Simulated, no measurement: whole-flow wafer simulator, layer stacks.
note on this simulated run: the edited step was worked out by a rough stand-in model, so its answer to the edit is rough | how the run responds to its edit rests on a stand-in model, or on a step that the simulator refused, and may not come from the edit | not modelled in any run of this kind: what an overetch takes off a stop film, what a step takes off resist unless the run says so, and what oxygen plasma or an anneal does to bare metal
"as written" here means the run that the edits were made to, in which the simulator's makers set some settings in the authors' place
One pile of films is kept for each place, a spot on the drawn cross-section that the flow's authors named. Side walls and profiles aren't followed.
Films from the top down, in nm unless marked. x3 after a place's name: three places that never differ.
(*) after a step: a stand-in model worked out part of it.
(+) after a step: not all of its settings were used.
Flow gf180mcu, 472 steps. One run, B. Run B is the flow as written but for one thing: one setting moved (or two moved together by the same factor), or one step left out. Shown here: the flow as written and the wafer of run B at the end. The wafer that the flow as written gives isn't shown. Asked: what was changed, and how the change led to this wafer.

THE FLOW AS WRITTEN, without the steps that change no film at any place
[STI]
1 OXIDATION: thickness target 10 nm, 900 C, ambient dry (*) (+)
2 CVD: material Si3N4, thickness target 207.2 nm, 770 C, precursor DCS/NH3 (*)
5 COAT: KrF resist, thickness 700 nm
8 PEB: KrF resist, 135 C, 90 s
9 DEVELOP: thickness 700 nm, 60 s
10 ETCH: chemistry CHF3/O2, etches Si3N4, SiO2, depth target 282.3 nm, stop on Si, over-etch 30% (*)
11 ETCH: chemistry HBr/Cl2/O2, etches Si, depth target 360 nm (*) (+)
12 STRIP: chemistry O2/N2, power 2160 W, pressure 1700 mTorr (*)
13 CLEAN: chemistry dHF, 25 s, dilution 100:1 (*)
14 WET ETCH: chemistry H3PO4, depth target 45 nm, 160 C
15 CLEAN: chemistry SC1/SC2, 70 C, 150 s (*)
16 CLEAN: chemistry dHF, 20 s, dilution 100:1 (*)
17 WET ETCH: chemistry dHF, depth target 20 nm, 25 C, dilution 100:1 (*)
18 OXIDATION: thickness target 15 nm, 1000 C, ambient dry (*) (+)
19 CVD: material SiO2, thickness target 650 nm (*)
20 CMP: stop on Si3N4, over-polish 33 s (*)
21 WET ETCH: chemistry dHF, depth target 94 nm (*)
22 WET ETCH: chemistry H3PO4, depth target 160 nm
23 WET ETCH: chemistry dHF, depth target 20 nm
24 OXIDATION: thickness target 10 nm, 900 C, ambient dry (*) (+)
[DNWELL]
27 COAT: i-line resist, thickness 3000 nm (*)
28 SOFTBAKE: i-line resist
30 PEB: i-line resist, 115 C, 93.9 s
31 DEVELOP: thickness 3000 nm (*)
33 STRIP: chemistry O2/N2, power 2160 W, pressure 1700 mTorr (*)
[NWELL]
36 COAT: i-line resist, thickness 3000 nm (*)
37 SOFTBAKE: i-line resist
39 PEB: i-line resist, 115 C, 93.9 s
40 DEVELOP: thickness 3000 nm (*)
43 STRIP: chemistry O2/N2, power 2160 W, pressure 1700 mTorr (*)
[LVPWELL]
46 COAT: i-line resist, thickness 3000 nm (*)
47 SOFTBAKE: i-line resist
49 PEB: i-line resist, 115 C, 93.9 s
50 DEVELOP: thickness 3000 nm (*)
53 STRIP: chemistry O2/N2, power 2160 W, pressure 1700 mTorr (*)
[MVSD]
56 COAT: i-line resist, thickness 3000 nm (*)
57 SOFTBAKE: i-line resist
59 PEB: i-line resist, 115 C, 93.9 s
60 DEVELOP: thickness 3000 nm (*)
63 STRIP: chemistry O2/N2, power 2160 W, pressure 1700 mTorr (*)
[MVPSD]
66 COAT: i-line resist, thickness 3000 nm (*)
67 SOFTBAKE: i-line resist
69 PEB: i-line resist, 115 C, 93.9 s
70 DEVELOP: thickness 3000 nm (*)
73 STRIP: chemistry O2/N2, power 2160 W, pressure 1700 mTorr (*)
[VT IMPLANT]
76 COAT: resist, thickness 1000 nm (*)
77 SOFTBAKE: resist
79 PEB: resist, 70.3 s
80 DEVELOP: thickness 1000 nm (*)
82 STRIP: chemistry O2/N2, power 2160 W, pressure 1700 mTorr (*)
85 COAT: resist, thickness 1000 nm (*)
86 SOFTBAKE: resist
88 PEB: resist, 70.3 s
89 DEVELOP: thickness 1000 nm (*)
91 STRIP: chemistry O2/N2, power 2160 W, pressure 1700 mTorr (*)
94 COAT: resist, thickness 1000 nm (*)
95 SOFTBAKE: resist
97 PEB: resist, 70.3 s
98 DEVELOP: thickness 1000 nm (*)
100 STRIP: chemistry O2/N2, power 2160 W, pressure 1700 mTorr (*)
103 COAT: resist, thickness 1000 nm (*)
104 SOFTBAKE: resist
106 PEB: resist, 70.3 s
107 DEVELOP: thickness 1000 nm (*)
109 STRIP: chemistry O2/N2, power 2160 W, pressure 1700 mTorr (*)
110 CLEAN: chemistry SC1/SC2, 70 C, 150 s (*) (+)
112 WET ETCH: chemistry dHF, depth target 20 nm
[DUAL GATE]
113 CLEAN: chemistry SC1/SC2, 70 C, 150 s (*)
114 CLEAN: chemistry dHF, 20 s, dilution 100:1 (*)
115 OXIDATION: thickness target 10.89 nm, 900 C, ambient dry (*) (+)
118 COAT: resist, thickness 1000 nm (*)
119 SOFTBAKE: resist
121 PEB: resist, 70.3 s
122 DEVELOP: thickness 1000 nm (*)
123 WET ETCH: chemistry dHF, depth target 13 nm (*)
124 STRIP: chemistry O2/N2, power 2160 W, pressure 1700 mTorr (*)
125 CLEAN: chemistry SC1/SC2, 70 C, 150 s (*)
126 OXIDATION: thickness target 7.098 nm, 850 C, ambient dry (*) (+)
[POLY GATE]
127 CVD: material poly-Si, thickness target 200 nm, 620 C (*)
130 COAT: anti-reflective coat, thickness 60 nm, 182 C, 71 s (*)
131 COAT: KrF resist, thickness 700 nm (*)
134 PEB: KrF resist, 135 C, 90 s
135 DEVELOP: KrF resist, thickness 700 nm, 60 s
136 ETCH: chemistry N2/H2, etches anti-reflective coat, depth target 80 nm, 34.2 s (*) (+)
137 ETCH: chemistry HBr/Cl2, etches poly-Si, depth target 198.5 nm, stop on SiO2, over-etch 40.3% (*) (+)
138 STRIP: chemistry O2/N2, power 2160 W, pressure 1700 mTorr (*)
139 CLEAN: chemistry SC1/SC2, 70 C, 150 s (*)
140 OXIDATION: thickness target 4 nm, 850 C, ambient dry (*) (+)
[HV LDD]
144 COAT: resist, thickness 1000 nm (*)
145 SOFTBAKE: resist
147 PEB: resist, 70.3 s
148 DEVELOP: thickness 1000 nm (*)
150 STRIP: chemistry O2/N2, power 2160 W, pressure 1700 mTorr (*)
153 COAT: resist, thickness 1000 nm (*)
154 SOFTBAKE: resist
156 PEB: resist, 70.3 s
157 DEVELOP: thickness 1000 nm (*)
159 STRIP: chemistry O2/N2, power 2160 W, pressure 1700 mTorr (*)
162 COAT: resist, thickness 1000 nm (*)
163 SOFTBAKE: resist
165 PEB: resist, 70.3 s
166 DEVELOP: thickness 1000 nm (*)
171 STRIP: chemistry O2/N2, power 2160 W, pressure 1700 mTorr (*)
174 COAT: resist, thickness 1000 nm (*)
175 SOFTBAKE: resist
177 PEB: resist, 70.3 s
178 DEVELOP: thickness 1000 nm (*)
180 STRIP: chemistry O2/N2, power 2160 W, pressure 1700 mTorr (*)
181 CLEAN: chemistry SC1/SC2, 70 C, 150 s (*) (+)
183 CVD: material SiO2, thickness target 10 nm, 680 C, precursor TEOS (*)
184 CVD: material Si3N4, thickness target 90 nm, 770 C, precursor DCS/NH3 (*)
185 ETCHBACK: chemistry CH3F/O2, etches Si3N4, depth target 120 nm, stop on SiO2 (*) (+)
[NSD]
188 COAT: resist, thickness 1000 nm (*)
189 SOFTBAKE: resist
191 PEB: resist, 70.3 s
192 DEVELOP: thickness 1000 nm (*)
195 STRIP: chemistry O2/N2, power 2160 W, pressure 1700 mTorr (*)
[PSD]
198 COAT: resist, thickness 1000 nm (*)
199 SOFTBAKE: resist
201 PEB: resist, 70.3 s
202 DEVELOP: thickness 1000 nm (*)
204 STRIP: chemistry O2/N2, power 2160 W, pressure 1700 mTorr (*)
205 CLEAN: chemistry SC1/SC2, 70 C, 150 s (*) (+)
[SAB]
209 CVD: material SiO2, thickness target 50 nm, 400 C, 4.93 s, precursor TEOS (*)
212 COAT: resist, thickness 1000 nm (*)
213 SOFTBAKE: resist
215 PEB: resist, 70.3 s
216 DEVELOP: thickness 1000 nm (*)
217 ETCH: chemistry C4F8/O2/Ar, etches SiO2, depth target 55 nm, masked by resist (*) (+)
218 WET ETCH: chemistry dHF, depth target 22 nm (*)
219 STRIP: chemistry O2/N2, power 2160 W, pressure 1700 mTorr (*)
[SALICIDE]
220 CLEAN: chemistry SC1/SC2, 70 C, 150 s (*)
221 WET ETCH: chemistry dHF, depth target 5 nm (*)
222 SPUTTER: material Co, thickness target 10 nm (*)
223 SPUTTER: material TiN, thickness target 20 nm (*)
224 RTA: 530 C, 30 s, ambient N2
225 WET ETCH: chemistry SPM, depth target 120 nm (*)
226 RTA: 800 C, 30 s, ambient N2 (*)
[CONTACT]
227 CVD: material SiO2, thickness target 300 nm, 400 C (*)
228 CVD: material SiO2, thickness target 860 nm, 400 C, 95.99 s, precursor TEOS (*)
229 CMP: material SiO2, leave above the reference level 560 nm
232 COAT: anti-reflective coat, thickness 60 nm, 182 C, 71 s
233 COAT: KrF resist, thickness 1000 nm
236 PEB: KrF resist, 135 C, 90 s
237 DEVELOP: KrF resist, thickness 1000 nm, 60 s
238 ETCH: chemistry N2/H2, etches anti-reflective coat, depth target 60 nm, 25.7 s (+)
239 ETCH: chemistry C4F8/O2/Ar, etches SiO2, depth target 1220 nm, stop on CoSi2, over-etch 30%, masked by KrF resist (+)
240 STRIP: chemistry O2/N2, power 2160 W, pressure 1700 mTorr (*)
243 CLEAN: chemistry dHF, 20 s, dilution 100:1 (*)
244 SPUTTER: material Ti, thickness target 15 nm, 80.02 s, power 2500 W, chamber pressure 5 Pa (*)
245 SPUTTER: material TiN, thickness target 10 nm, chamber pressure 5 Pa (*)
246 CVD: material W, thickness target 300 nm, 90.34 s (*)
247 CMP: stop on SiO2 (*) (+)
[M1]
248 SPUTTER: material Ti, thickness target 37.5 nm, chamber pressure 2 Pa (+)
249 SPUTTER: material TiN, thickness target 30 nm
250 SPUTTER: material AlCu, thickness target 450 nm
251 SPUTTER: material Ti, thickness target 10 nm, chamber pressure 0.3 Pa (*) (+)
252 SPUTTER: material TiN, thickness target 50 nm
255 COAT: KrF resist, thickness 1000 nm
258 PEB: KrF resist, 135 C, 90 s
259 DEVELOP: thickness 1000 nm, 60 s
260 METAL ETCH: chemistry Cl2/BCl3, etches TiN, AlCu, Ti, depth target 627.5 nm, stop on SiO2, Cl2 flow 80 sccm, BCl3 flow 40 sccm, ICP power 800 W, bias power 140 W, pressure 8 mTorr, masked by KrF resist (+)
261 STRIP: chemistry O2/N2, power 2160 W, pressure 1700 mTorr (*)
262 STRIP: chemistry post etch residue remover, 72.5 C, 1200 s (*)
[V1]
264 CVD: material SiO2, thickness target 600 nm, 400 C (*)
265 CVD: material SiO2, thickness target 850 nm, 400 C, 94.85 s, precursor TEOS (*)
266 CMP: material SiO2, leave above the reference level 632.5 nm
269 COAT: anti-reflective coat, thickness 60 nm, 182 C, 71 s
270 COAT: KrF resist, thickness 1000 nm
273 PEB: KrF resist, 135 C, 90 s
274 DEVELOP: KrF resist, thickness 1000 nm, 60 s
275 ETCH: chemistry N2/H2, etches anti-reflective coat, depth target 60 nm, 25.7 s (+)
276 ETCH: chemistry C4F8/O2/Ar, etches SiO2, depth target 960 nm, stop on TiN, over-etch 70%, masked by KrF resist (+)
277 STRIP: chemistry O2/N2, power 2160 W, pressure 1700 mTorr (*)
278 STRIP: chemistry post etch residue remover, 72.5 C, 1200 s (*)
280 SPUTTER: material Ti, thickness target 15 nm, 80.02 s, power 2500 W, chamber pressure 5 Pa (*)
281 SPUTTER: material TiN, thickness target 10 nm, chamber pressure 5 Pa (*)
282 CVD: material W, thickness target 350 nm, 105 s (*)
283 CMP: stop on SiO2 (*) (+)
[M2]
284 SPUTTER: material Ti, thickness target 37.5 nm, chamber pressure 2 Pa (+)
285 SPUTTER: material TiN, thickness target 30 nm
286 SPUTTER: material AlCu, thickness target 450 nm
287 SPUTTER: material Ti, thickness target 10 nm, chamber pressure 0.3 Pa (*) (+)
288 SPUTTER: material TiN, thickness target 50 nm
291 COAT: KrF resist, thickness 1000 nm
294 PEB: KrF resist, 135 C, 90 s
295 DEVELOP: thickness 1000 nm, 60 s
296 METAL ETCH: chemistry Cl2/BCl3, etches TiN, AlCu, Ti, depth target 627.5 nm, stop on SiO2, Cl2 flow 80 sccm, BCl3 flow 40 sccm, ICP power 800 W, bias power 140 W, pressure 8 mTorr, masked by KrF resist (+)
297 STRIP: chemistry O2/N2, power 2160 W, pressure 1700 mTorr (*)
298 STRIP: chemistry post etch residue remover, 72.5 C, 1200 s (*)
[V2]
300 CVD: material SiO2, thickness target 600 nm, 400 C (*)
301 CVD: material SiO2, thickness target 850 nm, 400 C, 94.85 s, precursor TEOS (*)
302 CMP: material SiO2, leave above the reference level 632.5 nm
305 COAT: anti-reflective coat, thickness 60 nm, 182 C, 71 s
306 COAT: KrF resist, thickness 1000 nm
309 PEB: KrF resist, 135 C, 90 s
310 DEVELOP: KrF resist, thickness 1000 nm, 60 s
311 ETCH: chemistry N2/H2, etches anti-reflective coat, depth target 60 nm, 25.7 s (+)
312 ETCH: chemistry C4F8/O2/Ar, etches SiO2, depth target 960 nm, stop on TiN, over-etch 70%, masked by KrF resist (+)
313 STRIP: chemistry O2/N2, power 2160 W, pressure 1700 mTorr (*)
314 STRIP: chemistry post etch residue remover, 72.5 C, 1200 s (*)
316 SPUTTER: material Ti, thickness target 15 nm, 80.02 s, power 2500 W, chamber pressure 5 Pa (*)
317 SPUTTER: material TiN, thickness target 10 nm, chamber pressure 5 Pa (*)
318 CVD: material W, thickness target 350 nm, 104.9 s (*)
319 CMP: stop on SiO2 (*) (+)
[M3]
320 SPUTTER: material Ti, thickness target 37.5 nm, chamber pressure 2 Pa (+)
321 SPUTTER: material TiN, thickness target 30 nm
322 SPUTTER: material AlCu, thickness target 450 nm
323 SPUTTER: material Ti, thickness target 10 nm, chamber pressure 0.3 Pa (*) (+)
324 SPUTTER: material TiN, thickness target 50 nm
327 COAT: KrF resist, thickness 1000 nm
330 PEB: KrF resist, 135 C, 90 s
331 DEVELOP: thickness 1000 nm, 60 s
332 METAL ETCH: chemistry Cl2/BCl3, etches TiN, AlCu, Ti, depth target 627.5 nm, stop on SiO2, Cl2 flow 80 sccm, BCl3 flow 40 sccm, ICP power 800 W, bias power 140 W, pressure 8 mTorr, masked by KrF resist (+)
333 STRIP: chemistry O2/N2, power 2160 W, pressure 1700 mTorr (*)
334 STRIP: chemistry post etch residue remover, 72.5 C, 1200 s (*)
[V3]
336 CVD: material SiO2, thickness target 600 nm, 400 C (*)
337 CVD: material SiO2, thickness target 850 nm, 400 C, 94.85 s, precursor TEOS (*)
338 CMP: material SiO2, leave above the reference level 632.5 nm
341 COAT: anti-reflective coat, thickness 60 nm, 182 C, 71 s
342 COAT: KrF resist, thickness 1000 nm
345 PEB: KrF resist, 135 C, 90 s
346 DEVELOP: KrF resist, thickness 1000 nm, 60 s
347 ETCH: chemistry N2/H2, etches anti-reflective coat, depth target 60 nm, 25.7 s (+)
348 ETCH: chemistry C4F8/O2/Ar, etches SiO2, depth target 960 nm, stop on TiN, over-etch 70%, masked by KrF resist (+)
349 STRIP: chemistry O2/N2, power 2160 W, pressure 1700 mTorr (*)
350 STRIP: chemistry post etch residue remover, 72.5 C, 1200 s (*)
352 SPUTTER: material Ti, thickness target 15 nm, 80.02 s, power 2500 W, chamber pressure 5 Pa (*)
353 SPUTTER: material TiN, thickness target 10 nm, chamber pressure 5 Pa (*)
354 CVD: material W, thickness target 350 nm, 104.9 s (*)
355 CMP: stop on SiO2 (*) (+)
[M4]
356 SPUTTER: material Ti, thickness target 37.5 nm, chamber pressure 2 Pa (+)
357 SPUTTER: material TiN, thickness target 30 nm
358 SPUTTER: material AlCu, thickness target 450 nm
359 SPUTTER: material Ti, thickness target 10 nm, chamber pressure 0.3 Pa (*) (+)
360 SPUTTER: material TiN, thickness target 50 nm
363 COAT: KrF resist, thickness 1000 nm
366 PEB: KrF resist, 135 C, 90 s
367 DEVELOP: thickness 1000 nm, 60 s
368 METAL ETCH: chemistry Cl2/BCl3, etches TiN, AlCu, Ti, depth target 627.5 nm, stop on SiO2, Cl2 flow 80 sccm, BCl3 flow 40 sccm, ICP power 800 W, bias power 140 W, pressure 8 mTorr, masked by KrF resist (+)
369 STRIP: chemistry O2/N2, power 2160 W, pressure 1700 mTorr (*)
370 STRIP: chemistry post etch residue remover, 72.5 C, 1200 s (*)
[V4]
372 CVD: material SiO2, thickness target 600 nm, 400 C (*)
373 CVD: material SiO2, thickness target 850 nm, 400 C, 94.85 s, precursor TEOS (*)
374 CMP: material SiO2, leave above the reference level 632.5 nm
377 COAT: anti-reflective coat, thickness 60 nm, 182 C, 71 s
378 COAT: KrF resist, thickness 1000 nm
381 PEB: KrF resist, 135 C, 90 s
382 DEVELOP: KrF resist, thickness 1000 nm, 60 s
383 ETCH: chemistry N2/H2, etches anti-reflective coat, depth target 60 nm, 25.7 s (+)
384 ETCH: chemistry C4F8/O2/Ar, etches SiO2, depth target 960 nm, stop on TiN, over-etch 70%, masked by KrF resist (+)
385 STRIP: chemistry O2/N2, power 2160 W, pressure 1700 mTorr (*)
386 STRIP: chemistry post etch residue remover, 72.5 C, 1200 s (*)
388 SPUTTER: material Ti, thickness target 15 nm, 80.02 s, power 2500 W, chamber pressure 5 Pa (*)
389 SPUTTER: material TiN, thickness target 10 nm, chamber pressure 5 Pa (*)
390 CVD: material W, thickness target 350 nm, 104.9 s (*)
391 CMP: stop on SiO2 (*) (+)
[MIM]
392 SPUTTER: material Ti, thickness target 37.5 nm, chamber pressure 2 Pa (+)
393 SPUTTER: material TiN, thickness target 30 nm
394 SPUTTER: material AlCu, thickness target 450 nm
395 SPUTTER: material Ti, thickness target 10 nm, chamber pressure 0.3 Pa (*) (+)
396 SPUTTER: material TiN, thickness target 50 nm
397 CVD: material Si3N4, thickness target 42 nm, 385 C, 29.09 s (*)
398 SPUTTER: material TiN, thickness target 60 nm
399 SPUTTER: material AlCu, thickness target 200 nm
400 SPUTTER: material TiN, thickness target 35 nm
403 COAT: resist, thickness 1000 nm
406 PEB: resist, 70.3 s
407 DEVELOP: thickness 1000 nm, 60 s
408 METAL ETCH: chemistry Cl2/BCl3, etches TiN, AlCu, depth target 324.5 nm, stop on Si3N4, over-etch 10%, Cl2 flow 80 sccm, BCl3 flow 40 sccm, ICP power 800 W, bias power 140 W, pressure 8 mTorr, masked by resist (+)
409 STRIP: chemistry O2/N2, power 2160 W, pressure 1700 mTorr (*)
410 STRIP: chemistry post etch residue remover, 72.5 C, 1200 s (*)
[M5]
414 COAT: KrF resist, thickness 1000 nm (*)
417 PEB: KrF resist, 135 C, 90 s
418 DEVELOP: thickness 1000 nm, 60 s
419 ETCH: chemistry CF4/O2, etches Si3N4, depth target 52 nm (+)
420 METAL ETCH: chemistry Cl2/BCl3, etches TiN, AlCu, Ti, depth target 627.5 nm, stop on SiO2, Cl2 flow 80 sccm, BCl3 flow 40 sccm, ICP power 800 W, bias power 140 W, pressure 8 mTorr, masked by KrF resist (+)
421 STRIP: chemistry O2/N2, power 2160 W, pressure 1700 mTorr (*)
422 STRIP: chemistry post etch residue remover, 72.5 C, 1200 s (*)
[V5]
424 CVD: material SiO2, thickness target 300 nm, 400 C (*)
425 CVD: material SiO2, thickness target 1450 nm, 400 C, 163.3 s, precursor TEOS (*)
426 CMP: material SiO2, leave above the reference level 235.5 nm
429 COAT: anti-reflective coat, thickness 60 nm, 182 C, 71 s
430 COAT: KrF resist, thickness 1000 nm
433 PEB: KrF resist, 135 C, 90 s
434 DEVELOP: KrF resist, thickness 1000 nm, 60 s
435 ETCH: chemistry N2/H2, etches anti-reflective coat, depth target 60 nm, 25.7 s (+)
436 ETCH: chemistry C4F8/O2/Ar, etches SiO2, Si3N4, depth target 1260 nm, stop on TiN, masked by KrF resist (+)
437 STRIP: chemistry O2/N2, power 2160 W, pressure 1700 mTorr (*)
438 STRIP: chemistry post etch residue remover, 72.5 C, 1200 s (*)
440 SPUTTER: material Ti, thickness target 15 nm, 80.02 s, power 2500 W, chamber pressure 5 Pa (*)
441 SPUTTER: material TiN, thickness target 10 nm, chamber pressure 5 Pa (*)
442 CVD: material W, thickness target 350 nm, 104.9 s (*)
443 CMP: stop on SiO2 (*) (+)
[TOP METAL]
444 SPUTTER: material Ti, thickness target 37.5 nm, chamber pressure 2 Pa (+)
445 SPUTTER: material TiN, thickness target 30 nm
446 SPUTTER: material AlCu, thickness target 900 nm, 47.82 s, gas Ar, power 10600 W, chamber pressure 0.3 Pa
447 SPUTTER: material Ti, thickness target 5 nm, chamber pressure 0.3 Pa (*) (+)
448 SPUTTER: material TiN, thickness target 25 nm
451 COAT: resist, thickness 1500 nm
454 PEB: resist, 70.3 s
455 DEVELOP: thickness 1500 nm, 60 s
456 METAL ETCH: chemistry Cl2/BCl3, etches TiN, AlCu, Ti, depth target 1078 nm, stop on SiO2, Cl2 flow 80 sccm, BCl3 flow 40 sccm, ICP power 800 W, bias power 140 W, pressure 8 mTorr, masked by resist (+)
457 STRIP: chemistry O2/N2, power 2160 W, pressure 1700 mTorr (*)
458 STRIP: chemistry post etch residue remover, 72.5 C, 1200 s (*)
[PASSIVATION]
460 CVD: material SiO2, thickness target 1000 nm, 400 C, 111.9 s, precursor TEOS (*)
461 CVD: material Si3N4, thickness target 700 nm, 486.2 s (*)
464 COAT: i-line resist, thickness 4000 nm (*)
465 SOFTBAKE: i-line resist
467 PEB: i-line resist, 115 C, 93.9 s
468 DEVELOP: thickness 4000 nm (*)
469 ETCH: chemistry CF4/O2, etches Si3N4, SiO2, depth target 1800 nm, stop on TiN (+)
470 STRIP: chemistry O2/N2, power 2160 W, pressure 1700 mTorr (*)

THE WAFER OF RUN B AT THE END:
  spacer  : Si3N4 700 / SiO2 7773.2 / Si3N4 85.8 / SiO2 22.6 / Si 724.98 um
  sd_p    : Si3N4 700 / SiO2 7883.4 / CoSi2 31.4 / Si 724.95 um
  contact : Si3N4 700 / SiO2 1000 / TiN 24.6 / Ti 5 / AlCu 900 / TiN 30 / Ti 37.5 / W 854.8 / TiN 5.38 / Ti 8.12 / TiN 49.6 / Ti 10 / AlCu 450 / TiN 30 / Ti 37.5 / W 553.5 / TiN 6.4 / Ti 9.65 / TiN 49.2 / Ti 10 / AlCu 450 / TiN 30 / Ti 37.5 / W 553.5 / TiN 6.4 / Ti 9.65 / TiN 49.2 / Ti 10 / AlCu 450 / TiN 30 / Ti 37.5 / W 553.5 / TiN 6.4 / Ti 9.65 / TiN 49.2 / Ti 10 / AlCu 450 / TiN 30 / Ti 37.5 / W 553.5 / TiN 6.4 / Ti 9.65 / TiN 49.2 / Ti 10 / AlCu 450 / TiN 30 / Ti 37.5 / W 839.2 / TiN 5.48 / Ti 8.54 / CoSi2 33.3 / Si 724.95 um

The cause: step 183, CVD: thickness target 15.4 nm was run, where the flow has thickness target 10 nm.

How the change led to this, step by step:
  183 CVD: material SiO2, thickness target 10 nm, 680 C, precursor TEOS (*)
      field, field__w1, field__w2 and 99 more: SiO2 +15.4 (as written it would be: SiO2 +10)
      ld_drift_p: SiO2 +15.2 (as written it would be: SiO2 +9.87)
      (and at 1 more place)
  189 SOFTBAKE: resist
      field__w9: resist -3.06 (as written it would be: resist +6.92)
      field_sub__w1: resist +9.77 (as written it would be: resist +7.47)
  199 SOFTBAKE: resist
      field__w9: resist -3.06 (as written it would be: resist +6.92)
      field_sub__w1: resist +9.77 (as written it would be: resist +7.47)
  218 WET ETCH: chemistry dHF, depth target 22 nm (*)
      gate, gate_hv, gate_p and 23 more: SiO2 -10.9 (all of it) (as written it would be: SiO2 -5.48 (all of it))
      field, field__w10, sti and 14 more: SiO2 -25.3 (as written it would be: SiO2 -24.5)
      (and at 56 more places)
  229 CMP: material SiO2, leave above the reference level 560 nm
      field__w2: SiO2 -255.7 (as written it would be: SiO2 -250)
      field__w3: SiO2 -237.9 (as written it would be: SiO2 -232.3)
      (and at 4 more places)
